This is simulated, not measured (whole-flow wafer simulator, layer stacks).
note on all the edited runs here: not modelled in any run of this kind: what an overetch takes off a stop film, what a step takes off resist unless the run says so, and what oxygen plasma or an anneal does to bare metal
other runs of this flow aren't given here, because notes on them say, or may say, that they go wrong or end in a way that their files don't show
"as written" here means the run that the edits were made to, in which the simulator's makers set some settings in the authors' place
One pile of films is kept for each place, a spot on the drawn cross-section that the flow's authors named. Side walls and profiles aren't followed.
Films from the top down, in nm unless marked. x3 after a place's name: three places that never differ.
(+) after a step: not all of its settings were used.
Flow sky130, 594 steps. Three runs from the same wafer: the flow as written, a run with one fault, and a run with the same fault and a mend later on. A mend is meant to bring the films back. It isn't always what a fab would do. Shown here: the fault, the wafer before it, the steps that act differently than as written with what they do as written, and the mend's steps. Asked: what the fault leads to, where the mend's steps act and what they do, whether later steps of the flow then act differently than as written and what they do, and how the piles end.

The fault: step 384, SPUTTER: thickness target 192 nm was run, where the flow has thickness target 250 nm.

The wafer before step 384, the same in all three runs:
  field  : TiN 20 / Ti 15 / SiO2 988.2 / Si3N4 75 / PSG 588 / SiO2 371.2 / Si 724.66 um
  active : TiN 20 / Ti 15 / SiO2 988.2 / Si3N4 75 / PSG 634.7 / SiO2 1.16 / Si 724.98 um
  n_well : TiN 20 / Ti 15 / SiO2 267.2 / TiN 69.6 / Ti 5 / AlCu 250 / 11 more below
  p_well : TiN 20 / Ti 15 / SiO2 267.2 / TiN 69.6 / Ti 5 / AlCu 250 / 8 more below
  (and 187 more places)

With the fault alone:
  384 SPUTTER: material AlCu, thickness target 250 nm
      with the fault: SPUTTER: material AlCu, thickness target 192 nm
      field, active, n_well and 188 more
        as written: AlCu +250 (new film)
        with the fault: AlCu +192 (new film)
  Later steps of the flow that act differently than as written (4 more steps differ only slightly, by at most 2% or 0.5 nm, whichever is larger, and aren't shown):
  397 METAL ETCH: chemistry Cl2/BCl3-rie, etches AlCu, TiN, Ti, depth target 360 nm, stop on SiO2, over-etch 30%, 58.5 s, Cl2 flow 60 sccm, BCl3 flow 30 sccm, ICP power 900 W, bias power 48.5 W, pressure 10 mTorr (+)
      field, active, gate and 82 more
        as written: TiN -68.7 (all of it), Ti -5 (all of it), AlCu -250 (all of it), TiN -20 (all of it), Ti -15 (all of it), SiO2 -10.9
        with the fault: TiN -68.7 (all of it), Ti -5 (all of it), AlCu -192 (all of it), TiN -20 (all of it), Ti -15 (all of it), SiO2 -16.7
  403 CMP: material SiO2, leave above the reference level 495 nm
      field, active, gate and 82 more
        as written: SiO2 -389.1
        with the fault: SiO2 -441.3
  At the end the piles differ from the flow's by more than 2% or 0.5 nm, whichever is larger, at n_well, p_well, gate_hv and 111 more.
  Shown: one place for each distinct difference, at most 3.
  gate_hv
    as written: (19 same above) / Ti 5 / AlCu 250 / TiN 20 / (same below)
    with the fault: (19 same above) / Ti 5 / AlCu 192 / TiN 20 / (same below)
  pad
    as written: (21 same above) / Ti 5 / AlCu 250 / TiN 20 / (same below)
    with the fault: (21 same above) / Ti 5 / AlCu 192 / TiN 20 / (same below)
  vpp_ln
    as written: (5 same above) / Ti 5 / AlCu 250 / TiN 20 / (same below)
    with the fault: (5 same above) / Ti 5 / AlCu 192 / TiN 20 / (same below)

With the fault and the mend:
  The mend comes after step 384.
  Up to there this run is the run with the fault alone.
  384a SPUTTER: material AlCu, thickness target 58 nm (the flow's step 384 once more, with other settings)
      field, active, n_well and 188 more
        AlCu +58
  No later step of the flow acts differently than as written at any place that is followed.
  At the end the piles are the same as the flow's at every place that both follow.
